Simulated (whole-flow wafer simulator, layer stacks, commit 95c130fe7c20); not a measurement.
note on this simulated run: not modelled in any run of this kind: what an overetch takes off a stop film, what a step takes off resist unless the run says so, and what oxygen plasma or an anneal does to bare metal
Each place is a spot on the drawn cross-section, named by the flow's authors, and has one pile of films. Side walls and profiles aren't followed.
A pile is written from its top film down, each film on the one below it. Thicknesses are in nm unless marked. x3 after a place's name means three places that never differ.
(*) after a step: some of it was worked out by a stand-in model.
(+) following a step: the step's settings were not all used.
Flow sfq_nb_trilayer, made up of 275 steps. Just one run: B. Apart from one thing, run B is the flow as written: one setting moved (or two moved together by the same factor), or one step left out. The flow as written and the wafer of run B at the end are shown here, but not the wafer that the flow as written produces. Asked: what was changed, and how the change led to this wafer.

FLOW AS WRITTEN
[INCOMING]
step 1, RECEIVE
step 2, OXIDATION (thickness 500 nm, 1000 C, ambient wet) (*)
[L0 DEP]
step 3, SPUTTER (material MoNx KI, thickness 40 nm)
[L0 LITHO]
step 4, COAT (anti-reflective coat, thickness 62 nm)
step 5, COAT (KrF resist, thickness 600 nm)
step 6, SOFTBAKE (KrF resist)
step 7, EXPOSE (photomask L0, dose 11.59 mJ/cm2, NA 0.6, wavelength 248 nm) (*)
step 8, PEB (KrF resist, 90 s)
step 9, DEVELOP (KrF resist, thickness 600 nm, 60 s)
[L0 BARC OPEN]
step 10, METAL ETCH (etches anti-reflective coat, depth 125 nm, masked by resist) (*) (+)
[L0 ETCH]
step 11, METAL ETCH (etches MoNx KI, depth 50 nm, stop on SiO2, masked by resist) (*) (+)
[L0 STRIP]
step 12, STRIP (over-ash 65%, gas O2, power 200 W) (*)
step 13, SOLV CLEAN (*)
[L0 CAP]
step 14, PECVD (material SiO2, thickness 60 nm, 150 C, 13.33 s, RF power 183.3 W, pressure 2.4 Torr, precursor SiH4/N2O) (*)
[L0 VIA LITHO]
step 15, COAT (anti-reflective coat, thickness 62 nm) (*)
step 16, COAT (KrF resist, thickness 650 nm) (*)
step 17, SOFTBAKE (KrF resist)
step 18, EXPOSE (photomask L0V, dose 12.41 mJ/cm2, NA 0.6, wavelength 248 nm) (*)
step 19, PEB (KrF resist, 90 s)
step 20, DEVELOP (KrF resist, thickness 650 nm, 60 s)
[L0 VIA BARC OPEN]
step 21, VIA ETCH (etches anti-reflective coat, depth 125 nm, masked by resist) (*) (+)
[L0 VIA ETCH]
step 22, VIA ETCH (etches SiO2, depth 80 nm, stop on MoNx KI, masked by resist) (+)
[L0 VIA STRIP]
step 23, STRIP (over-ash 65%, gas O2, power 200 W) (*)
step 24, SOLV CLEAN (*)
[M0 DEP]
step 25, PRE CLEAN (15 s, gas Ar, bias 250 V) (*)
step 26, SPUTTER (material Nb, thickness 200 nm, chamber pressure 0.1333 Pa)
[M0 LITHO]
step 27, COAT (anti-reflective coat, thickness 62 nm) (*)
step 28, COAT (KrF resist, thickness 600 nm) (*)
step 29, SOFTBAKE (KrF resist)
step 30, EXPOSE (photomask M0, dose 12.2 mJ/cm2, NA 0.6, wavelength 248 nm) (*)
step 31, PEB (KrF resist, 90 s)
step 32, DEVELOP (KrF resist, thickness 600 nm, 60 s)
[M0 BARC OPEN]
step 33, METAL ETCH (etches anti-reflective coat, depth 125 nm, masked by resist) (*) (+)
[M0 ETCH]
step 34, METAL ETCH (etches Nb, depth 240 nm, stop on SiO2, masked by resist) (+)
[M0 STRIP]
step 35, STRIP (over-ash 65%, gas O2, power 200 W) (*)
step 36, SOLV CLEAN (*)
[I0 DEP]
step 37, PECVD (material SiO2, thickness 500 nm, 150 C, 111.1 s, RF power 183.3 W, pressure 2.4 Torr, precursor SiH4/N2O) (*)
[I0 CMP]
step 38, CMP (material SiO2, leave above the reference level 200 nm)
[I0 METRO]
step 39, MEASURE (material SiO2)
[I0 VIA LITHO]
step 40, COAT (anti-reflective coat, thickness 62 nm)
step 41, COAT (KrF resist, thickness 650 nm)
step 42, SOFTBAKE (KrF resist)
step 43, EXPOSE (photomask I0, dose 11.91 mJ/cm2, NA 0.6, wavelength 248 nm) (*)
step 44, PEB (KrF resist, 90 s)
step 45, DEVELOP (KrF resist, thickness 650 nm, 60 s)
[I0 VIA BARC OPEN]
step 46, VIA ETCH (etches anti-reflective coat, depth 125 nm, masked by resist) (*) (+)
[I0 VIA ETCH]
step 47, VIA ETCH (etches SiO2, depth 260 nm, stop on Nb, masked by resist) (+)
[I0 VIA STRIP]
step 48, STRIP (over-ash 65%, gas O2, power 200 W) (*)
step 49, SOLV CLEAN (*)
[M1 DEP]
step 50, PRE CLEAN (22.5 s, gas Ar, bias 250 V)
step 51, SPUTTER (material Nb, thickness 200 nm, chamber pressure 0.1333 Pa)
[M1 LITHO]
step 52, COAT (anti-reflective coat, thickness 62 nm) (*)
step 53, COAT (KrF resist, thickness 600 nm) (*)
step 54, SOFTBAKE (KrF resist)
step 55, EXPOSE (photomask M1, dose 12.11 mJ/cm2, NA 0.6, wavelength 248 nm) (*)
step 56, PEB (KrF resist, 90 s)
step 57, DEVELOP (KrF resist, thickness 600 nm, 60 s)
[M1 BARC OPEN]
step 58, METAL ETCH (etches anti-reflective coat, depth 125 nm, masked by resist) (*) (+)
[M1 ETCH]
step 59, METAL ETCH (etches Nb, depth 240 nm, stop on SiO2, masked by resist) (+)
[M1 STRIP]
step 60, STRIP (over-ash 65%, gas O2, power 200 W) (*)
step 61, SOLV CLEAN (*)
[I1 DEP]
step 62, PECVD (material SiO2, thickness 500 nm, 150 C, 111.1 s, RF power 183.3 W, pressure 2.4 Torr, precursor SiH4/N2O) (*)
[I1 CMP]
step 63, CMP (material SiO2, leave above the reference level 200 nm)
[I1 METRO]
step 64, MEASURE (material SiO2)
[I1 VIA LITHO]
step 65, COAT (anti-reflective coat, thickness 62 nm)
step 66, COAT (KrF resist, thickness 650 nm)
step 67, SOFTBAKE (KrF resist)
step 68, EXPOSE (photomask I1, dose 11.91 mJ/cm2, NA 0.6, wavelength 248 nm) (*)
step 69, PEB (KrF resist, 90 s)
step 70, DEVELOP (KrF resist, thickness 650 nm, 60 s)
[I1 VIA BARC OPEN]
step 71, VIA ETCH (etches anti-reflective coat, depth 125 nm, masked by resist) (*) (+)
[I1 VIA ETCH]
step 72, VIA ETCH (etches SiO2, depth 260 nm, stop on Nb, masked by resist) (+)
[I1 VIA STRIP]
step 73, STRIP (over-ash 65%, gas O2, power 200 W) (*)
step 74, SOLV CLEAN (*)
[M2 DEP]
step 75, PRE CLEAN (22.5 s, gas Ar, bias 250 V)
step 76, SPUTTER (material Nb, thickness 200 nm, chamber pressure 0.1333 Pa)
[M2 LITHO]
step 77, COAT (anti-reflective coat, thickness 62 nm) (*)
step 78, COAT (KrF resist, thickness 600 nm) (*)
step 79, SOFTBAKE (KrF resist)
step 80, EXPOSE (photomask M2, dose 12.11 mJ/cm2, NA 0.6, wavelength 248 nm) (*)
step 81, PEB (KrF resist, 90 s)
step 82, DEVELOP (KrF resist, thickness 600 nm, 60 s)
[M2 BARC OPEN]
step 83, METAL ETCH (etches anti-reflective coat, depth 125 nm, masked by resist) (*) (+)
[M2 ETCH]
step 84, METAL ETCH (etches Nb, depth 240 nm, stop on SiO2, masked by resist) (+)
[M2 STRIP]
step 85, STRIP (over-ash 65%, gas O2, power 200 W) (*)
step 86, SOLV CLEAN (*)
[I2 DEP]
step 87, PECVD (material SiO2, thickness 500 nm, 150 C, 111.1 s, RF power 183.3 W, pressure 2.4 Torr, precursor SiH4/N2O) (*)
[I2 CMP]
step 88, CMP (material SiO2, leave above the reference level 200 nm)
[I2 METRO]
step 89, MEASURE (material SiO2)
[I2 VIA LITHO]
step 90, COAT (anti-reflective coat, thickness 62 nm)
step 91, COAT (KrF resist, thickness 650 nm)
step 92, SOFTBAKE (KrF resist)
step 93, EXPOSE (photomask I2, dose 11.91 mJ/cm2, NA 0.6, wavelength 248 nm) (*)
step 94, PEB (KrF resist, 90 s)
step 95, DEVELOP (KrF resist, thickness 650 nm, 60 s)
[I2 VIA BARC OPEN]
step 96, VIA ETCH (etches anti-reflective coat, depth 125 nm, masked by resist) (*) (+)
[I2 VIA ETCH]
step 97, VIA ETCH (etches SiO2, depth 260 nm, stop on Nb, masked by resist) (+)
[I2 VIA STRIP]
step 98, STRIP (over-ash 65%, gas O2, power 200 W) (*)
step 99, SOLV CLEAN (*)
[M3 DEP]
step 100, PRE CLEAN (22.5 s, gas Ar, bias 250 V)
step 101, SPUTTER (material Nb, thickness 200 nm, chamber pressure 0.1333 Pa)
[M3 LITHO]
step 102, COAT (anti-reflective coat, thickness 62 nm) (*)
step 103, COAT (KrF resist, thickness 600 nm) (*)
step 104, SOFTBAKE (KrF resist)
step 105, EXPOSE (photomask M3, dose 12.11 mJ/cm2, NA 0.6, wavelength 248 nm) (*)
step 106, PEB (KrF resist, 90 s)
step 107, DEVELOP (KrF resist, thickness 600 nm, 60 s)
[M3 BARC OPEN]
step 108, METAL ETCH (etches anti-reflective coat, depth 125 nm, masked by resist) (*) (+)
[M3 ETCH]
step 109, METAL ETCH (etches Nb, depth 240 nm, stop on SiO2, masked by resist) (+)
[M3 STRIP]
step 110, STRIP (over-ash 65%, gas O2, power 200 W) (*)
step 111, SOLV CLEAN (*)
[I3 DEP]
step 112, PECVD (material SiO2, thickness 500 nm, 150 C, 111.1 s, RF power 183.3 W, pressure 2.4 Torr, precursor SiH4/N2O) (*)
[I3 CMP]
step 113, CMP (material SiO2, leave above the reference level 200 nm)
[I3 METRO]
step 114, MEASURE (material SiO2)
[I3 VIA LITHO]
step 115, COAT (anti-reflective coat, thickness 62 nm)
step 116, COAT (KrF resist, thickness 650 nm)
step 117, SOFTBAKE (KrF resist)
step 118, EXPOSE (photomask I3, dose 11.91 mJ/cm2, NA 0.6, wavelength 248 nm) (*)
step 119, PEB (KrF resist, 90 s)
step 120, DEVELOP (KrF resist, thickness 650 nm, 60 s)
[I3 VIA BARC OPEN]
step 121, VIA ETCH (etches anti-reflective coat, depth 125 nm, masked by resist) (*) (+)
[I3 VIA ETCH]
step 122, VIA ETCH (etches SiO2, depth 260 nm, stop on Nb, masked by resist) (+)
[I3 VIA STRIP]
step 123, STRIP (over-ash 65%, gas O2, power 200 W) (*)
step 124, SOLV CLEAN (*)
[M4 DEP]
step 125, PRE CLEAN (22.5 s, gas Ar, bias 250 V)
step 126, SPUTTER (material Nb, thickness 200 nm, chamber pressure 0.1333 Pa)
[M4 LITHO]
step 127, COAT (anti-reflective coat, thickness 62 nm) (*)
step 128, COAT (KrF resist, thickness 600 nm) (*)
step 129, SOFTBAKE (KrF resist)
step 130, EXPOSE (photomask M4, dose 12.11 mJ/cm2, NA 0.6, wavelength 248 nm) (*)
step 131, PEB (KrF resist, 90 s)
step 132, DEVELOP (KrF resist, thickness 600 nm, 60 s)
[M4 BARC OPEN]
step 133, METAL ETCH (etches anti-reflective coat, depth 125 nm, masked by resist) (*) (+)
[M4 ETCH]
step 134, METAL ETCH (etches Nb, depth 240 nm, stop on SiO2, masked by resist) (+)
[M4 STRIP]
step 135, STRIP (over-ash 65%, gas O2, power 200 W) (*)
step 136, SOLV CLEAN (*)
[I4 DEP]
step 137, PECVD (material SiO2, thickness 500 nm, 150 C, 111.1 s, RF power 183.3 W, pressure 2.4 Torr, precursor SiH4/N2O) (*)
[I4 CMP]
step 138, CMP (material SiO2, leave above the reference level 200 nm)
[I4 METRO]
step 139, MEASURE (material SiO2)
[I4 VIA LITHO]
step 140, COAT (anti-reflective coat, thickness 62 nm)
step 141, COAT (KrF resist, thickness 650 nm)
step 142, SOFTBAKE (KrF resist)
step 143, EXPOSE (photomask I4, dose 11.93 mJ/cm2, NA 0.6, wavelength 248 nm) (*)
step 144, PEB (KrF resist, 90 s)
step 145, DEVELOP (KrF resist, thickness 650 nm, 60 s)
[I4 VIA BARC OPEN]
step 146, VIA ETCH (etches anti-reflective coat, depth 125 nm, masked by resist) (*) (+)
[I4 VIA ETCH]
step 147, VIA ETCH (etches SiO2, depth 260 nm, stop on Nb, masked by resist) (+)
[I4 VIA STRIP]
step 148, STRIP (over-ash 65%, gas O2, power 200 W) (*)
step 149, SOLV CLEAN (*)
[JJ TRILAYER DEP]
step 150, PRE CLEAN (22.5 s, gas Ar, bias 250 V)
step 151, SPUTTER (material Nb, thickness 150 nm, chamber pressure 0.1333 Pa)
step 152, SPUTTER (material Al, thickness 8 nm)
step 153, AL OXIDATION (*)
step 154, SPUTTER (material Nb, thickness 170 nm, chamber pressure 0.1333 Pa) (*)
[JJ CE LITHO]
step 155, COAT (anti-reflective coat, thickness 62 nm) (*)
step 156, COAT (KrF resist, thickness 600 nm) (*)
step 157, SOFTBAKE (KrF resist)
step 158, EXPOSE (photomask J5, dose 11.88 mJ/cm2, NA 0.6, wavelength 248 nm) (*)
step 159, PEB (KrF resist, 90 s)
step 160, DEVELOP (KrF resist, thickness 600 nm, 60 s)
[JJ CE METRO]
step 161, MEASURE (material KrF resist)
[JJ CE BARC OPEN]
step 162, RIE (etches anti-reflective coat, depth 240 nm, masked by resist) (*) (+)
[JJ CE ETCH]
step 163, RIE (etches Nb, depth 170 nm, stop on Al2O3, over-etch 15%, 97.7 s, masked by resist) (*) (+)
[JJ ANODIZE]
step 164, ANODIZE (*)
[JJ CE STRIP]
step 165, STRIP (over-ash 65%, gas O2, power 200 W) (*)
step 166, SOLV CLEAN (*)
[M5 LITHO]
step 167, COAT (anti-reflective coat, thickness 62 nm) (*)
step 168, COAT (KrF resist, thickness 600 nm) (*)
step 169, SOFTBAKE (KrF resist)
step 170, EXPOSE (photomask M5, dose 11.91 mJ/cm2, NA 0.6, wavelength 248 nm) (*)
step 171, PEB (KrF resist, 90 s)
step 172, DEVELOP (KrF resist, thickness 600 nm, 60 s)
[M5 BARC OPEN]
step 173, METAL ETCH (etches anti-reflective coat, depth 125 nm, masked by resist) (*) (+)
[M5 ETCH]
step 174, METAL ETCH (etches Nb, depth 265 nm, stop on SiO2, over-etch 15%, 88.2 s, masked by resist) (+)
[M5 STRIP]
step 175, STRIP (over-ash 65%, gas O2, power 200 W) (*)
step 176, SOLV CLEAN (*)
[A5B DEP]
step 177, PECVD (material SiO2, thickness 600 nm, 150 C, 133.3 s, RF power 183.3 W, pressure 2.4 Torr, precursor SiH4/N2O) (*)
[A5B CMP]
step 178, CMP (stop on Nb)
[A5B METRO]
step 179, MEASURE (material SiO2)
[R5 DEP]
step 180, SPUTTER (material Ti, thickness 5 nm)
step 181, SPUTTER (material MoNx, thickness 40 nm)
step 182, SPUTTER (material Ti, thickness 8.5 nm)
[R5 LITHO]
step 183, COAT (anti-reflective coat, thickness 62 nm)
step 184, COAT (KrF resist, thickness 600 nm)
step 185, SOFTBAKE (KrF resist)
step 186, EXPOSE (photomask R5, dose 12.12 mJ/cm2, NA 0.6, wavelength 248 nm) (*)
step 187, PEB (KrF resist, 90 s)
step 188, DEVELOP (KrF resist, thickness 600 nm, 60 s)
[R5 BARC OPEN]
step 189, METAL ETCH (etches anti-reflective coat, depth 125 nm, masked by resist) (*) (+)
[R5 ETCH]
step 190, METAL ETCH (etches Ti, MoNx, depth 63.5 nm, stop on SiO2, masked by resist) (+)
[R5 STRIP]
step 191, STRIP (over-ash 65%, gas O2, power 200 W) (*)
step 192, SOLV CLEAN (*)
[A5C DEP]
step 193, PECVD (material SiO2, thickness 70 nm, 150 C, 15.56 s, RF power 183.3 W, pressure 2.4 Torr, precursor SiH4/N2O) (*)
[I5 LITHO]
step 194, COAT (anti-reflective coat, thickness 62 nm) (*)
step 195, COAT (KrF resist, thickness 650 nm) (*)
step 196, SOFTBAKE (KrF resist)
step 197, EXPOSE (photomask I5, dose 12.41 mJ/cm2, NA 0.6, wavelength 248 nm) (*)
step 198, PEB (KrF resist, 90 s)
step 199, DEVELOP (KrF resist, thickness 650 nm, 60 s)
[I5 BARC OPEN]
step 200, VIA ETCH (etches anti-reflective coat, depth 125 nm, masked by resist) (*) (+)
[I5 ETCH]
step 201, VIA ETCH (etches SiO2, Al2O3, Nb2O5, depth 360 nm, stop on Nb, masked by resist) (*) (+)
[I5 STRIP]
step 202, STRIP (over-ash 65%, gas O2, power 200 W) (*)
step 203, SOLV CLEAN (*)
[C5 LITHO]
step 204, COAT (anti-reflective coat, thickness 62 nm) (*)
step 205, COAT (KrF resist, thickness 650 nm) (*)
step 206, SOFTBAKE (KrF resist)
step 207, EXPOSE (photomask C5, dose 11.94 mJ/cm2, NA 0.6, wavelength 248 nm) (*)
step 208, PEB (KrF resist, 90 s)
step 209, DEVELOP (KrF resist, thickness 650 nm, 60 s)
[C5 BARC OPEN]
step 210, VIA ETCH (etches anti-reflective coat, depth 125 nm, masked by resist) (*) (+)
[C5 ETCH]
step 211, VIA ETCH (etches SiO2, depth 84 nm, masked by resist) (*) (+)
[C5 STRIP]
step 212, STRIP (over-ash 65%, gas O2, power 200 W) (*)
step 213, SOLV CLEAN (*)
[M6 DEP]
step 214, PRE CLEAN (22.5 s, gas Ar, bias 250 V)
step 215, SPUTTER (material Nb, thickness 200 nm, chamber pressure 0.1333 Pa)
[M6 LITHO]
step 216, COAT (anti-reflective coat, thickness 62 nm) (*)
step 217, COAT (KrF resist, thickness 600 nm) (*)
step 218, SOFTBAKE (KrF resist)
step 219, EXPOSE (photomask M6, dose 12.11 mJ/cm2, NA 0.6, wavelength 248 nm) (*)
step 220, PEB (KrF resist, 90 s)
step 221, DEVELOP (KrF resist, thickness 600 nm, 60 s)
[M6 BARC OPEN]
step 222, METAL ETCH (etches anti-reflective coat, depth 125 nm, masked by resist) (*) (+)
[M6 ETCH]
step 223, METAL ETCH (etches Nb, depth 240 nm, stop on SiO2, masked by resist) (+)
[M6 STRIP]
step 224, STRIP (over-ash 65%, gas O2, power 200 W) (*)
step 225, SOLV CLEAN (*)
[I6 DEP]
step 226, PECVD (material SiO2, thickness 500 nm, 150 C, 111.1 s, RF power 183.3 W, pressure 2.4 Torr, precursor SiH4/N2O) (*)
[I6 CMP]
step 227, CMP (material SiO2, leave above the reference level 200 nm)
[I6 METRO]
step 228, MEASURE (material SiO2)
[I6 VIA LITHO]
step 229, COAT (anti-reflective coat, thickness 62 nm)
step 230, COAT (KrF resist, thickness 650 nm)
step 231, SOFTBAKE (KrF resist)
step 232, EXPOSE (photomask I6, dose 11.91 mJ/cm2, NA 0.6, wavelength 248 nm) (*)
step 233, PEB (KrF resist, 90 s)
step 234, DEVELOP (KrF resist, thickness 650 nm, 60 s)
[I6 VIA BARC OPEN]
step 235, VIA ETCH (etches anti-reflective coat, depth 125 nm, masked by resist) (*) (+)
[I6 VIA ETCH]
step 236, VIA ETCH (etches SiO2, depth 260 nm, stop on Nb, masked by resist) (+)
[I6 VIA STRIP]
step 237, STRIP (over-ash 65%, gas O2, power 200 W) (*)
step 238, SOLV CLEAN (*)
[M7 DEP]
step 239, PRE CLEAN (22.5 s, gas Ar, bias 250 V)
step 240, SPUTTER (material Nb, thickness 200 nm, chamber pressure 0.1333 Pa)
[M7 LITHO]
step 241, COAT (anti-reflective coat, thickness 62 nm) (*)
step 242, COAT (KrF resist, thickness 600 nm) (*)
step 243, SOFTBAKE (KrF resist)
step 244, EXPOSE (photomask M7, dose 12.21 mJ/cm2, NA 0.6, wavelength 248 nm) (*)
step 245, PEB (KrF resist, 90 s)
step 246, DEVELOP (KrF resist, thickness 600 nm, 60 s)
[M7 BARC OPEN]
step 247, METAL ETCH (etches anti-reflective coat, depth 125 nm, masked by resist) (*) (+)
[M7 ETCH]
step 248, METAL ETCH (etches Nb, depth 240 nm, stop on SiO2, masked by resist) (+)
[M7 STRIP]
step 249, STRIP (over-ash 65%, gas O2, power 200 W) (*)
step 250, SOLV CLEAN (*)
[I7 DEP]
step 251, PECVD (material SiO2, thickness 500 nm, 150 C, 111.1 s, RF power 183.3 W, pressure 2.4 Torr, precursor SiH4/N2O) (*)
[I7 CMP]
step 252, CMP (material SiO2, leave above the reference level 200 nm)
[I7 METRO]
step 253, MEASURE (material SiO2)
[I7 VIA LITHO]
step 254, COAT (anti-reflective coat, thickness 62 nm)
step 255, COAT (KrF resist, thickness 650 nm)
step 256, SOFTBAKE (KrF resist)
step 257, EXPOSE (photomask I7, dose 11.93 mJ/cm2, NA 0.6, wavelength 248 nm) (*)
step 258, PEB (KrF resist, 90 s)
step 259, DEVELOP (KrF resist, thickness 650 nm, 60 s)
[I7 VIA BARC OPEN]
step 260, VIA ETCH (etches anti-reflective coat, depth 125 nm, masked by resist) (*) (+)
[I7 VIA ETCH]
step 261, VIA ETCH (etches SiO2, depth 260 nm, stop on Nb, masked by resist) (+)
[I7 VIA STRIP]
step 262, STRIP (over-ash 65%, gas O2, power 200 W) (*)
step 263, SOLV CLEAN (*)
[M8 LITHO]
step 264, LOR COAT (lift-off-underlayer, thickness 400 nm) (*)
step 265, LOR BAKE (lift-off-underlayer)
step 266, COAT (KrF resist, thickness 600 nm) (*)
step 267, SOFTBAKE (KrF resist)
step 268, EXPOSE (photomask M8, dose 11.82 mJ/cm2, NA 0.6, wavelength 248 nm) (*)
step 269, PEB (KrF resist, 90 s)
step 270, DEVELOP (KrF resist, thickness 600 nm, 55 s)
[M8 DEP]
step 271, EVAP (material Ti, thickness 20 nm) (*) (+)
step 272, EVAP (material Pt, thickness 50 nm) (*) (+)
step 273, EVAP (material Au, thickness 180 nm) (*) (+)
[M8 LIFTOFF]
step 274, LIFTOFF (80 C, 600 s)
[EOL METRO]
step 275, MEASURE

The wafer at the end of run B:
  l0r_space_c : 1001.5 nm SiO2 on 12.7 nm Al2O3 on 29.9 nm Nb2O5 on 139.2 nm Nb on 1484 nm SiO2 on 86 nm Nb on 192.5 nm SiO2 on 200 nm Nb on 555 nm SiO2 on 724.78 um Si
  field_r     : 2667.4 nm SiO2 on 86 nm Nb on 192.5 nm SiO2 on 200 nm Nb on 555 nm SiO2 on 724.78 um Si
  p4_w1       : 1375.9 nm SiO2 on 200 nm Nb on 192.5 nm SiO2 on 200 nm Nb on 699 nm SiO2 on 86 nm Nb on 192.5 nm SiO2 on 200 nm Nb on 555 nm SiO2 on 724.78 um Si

Cause: step 59, METAL ETCH: depth 114 nm was run, whereas the flow has depth 240 nm.

The path from the change to this, step by step:
  step 59, METAL ETCH (etches Nb, depth 240 nm, stop on SiO2, masked by resist) (+)
      field_l, be, be_sur and 79 more: -114 Nb (as written it would have been: -200 Nb (all of it))
      v_sur, via_wl, via_w and 21 more: -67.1 KrF resist (as written it would have been: -141.2 KrF resist)
  step 60, STRIP (over-ash 65%, gas O2, power 200 W) (*)
      wl_j_sl, wl_jj, wl_j_sr and 13 more: -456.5 KrF resist (all of it), -62 anti-reflective coat (all of it) (as written it would have been: -382.4 KrF resist (all of it), -62 anti-reflective coat (all of it))
      v_sur: -440 KrF resist (all of it), -61.1 anti-reflective coat (all of it) (as written it would have been: -365.9 KrF resist (all of it), -61.1 anti-reflective coat (all of it))
      (and at 7 other places as well)
  step 62, PECVD (material SiO2, thickness 500 nm, 150 C, 111.1 s, RF power 183.3 W, pressure 2.4 Torr, precursor SiH4/N2O) (*)
      field_l, be, be_sur and 72 more: +500 SiO2 (new film) (as written it would have been: +500 SiO2)
      lsp_m, ln_m6, lsp_r, l0_sur, l0v: +500 SiO2 (new film) (as written it would have been: +494.9 SiO2)
      (and at 2 other places as well)
  step 63, CMP (material SiO2, leave above the reference level 200 nm)
      field_l, be, be_sur and 72 more: -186 SiO2 (as written it would have been: -100 SiO2)
      lsp_m, ln_m6, lsp_r, l0_sur, l0v: -186 SiO2 (as written it would have been: -94.9 SiO2)
      (and at 2 other places as well)
Taking metal films that touch as one body, l0r_space_c has 3 bodies (between them, from the top down: SiO2 1484; SiO2 192.5); the flow as written gives 2 bodies (between them, from the top down: SiO2 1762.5).
Taking metal films that touch as one body, field_r has 2 bodies (between them, from the top down: SiO2 192.5); the flow as written gives 1 body.
Taking metal films that touch as one body, p4_w1 has 4 bodies (between them, from the top down: SiO2 192.5; SiO2 699; SiO2 192.5); the flow as written gives 3 bodies (between them, from the top down: SiO2 192.5; SiO2 977.5).
